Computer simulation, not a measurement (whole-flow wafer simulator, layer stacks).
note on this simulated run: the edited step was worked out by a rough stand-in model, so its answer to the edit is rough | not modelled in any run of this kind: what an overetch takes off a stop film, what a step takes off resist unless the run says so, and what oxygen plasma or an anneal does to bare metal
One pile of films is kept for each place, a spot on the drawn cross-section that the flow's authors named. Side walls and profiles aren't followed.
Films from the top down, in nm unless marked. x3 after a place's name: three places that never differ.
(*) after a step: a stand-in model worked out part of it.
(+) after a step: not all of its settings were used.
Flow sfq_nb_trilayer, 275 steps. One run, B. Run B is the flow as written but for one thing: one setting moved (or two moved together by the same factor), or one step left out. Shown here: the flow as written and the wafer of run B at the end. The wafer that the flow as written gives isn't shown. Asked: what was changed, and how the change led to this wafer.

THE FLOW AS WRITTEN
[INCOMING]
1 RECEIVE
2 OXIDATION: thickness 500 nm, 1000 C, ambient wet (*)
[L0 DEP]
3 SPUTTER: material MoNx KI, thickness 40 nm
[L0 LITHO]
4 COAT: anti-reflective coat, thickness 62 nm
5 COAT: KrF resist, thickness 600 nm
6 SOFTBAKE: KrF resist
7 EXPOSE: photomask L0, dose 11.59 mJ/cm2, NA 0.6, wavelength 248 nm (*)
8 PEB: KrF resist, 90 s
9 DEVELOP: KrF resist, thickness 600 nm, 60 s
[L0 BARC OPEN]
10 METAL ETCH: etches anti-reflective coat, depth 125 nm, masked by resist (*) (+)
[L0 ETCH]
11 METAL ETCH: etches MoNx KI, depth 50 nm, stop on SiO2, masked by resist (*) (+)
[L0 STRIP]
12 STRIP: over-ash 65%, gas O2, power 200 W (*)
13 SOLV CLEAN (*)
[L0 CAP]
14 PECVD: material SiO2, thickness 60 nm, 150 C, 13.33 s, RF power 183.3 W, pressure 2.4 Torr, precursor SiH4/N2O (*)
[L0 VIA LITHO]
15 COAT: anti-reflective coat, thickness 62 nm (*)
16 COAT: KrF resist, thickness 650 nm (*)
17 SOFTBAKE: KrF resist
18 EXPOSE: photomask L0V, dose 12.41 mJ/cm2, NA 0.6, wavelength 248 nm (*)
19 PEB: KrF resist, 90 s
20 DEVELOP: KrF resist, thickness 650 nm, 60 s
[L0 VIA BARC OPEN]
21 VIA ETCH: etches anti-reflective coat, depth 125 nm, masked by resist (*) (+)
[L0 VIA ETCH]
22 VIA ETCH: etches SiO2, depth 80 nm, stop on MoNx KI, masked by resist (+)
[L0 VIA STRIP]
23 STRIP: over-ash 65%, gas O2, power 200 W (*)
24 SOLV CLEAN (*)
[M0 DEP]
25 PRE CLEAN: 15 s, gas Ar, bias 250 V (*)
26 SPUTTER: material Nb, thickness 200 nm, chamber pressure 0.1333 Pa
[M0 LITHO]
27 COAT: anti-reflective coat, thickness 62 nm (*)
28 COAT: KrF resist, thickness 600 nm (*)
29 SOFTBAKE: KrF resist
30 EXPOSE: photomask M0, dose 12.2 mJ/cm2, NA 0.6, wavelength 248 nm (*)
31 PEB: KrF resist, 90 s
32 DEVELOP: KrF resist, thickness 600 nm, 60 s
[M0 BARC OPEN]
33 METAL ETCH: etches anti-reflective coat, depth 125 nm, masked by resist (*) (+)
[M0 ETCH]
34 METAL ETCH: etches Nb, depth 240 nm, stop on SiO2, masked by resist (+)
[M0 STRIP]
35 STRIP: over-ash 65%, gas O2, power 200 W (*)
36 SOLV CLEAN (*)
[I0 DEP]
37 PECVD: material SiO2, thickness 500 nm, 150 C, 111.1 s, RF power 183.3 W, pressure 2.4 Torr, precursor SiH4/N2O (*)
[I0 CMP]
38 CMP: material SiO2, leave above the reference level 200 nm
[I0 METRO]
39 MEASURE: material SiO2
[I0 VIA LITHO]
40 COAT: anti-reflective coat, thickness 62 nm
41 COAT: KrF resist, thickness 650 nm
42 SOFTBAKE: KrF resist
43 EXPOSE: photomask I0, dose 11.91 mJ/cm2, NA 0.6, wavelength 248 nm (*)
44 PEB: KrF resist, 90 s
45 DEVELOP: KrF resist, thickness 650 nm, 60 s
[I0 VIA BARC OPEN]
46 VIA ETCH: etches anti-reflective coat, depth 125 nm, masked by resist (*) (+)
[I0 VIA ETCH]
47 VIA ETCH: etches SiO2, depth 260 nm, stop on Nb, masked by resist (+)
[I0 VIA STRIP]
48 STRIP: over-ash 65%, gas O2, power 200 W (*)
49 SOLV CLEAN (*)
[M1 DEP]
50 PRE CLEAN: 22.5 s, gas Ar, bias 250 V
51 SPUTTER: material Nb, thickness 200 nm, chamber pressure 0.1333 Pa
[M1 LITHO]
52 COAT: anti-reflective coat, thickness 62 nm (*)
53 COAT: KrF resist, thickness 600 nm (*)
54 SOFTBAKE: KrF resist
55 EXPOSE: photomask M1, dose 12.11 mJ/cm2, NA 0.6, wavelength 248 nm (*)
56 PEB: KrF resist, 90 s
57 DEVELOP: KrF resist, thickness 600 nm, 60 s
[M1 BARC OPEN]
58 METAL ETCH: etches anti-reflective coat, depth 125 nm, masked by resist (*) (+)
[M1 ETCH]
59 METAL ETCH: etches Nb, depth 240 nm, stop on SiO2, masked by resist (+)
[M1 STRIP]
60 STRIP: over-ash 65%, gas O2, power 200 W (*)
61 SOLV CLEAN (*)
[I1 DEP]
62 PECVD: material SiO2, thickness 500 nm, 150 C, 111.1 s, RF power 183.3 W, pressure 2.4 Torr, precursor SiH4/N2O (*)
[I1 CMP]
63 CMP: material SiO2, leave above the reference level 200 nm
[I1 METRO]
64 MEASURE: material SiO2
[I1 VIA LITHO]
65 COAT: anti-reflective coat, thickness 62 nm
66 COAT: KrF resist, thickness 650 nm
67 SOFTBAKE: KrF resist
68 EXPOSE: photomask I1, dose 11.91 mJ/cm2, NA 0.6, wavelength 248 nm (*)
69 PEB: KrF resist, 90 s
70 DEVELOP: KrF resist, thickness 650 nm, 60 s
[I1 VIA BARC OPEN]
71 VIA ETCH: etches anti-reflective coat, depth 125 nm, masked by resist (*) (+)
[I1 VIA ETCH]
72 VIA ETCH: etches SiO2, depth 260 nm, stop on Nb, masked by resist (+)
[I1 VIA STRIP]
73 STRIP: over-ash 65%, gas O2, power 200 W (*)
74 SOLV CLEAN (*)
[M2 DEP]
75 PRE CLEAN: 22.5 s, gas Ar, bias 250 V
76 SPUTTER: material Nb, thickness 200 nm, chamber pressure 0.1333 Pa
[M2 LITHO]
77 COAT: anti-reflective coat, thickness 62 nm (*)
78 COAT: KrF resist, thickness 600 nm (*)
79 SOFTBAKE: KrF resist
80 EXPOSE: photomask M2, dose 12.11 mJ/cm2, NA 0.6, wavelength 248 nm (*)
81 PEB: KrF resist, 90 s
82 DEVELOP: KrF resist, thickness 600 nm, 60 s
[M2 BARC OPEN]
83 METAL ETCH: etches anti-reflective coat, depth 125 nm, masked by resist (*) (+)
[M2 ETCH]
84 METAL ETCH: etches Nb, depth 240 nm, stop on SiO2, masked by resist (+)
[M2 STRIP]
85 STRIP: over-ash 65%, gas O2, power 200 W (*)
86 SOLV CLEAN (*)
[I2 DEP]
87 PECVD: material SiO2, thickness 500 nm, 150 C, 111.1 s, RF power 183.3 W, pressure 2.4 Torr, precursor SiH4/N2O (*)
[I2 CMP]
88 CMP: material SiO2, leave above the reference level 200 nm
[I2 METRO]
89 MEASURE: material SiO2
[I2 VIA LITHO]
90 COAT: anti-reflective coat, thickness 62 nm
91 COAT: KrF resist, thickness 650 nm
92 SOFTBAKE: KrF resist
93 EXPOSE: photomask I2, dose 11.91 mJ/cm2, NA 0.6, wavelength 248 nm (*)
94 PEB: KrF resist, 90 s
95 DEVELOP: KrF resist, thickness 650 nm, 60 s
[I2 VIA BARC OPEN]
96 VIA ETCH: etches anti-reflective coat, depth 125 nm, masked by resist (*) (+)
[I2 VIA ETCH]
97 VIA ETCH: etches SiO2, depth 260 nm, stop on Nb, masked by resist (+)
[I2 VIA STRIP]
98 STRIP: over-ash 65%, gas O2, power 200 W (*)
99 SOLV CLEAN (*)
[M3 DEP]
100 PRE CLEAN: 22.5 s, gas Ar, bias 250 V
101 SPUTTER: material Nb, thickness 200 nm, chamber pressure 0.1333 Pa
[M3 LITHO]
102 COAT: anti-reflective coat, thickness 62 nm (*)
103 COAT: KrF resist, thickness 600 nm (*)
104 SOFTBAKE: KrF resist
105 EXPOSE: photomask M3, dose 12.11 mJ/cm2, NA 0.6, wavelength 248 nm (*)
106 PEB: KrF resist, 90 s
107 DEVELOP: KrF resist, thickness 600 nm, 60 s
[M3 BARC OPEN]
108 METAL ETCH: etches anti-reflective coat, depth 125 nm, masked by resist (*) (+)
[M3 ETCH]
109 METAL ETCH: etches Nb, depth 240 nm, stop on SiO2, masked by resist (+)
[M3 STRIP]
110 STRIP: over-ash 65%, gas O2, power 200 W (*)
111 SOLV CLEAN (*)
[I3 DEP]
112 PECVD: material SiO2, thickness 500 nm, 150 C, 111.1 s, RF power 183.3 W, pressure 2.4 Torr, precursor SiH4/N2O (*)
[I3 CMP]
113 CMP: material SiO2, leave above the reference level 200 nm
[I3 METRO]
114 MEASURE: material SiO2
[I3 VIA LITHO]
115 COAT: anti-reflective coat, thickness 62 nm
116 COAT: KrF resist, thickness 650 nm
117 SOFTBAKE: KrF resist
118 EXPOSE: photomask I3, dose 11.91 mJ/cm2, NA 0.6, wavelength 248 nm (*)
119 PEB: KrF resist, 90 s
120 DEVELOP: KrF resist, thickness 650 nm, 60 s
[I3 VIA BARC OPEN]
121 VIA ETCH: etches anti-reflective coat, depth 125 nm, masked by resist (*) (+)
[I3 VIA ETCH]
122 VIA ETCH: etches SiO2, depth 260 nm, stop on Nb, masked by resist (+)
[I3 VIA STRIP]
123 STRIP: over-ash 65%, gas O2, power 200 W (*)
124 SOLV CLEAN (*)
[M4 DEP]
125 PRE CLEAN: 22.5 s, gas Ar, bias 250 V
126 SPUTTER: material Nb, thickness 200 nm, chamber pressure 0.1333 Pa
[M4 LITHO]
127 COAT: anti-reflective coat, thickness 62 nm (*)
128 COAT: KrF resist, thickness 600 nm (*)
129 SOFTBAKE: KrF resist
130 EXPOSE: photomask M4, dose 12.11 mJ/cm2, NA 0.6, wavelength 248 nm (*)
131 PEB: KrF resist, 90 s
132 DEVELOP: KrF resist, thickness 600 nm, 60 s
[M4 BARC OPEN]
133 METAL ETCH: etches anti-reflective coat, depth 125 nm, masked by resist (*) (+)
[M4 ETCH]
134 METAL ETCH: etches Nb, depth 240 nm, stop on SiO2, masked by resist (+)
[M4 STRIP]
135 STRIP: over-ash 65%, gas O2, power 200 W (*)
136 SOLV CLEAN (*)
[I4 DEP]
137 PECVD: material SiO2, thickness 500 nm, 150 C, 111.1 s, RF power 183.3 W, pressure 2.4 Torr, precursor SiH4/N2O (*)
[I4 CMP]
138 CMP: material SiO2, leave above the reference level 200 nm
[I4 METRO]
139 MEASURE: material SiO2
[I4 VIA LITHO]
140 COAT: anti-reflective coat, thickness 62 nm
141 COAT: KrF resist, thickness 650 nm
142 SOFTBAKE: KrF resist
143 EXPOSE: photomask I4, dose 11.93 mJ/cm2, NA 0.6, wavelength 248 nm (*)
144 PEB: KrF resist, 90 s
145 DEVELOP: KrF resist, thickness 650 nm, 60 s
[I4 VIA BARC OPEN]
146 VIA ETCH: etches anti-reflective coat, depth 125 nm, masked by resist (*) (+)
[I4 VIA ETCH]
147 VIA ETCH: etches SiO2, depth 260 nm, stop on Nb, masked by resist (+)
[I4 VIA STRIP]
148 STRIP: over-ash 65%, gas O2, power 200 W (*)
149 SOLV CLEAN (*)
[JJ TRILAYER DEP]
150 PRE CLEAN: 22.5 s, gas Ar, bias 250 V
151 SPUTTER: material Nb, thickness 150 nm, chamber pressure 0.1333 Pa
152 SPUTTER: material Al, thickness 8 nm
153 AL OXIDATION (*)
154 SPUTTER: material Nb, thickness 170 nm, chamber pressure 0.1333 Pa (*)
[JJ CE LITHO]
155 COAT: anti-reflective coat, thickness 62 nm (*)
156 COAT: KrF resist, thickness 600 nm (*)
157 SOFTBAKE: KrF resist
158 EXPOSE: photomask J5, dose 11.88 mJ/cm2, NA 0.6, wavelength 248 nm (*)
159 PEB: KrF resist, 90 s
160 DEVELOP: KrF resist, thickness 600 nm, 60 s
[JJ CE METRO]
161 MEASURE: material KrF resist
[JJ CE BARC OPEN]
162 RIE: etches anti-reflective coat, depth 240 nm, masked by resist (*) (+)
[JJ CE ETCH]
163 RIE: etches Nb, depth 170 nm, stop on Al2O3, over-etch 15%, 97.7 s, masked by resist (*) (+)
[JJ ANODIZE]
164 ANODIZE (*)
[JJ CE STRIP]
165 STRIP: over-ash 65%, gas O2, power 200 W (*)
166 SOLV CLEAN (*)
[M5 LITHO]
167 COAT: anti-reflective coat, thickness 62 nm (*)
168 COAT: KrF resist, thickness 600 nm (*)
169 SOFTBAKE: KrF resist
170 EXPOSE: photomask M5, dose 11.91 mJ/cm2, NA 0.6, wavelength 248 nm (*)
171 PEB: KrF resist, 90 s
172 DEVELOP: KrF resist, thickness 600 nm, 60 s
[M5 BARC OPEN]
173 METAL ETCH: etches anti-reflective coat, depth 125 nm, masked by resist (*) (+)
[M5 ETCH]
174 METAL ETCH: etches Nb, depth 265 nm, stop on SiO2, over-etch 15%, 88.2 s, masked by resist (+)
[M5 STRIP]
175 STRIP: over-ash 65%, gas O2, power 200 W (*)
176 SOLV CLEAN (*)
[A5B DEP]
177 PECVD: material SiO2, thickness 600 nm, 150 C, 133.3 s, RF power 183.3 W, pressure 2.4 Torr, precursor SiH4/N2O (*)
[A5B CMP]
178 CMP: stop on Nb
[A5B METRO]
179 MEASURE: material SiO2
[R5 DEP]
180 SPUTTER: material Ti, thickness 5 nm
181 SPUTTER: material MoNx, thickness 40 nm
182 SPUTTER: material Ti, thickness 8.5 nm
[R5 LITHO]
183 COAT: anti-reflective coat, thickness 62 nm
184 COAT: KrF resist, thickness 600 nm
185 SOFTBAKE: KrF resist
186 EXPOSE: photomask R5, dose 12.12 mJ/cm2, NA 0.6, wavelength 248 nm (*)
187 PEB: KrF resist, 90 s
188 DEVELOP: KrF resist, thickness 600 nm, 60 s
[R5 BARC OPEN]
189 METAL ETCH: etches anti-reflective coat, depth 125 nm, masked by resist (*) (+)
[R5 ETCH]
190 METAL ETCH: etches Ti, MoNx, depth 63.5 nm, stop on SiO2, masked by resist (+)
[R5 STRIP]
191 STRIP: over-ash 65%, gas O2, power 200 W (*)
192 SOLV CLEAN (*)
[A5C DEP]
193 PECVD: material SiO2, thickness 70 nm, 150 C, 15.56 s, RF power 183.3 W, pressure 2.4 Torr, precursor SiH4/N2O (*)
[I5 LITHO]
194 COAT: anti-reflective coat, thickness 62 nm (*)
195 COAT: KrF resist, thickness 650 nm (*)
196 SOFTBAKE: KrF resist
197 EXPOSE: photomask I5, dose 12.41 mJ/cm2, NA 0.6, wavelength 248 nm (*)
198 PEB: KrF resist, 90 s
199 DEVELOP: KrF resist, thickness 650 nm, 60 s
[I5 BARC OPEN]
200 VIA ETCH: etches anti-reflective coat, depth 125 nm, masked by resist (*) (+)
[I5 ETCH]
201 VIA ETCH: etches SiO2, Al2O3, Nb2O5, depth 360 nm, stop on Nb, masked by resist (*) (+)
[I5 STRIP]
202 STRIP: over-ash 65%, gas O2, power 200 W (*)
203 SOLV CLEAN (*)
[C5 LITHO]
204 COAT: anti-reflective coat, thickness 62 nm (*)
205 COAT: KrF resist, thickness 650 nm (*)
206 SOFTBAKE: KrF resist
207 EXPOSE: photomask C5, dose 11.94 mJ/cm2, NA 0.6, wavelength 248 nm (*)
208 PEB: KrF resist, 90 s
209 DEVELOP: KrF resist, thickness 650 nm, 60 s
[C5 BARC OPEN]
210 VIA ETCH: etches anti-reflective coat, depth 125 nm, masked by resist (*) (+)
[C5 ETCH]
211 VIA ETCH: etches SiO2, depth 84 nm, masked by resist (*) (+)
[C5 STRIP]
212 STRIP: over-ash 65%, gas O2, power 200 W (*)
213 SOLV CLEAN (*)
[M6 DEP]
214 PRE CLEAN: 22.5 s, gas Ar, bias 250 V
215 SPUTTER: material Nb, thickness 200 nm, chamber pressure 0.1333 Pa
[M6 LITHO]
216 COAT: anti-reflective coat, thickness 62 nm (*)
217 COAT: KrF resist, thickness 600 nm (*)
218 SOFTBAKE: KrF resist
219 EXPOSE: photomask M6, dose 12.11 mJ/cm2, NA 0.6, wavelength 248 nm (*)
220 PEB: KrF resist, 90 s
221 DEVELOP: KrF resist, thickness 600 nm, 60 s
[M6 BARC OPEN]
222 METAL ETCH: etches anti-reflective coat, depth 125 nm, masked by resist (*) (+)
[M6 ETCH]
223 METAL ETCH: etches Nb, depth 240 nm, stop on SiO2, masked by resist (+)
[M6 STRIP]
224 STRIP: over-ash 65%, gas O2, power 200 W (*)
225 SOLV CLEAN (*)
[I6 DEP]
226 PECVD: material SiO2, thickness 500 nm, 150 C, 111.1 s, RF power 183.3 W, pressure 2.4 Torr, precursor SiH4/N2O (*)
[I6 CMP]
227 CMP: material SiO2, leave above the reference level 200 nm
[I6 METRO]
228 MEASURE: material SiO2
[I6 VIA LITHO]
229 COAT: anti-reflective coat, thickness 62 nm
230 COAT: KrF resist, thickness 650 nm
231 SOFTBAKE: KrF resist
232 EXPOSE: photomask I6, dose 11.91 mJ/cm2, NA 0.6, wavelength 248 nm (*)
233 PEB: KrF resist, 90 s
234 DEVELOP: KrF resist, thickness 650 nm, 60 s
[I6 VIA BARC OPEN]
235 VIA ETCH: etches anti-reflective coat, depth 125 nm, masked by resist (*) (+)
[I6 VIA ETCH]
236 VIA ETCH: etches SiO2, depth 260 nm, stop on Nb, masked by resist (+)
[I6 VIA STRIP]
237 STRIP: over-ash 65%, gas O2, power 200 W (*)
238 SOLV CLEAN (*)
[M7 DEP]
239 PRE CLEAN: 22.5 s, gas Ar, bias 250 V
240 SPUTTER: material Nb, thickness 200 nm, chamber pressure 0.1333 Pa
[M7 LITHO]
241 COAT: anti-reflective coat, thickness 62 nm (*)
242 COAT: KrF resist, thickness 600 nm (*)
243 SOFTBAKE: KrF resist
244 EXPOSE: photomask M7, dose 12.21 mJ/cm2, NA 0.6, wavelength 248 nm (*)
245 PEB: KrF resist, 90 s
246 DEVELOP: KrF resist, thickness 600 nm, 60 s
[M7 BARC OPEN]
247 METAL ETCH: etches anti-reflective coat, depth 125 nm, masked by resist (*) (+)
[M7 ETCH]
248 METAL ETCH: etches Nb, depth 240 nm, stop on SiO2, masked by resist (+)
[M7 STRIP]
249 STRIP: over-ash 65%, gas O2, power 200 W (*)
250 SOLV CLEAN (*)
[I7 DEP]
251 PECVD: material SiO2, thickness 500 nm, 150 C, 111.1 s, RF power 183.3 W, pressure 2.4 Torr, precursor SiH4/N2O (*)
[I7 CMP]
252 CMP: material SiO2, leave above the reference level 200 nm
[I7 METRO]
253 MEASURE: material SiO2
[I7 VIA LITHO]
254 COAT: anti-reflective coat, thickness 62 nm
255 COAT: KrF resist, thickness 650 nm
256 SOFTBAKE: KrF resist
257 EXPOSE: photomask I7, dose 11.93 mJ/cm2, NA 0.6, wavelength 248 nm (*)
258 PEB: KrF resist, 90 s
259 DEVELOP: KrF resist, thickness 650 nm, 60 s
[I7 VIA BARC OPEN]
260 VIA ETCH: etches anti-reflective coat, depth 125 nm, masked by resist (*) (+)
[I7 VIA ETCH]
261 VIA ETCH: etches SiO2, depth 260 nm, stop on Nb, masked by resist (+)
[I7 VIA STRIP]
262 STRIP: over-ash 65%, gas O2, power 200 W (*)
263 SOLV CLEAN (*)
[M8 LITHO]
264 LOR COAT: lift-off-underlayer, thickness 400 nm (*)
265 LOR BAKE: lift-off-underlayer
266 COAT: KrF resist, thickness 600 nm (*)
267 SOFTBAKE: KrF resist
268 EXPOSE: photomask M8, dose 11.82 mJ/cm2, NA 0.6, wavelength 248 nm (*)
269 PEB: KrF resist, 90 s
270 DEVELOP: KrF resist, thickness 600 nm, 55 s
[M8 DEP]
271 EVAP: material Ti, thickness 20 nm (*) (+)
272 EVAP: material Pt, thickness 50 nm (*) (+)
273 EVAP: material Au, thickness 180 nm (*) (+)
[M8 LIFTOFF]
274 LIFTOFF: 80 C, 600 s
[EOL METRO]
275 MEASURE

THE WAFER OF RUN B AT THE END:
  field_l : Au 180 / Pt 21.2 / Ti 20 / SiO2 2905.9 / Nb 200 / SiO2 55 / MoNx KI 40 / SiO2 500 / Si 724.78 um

The cause: step 272, EVAP: thickness 21.2 nm was run, where the flow has thickness 50 nm.
It can be read off the wafer: field_l has Pt 21.2, and step 272 as written asks for 50 nm.

How the change led to this, step by step:
  272 EVAP: material Pt, thickness 50 nm (*) (+)
      field_l, v_sur, via_wl and 103 more: Pt +21.2 (new film) (as written it would be: Pt +50 (new film))
  274 LIFTOFF: 80 C, 600 s
      p4_fl, p4_fm, p4_w1 and 71 more: Au -180 (all of it), Pt -21.2 (all of it), Ti -20 (all of it), KrF resist -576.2 (all of it), lift-off-underlayer -400 (all of it) (as written it would be: Au -180 (all of it), Pt -50 (all of it), Ti -20 (all of it), KrF resist -576.2 (all of it), lift-off-underlayer -400 (all of it))
      c5j, ce_r: Au -180 (all of it), Pt -21.2 (all of it), Ti -20 (all of it), KrF resist -573.3 (all of it), lift-off-underlayer -399.3 (all of it) (as written it would be: Au -180 (all of it), Pt -50 (all of it), Ti -20 (all of it), KrF resist -573.3 (all of it), lift-off-underlayer -399.3 (all of it))
      (and at 19 more places)
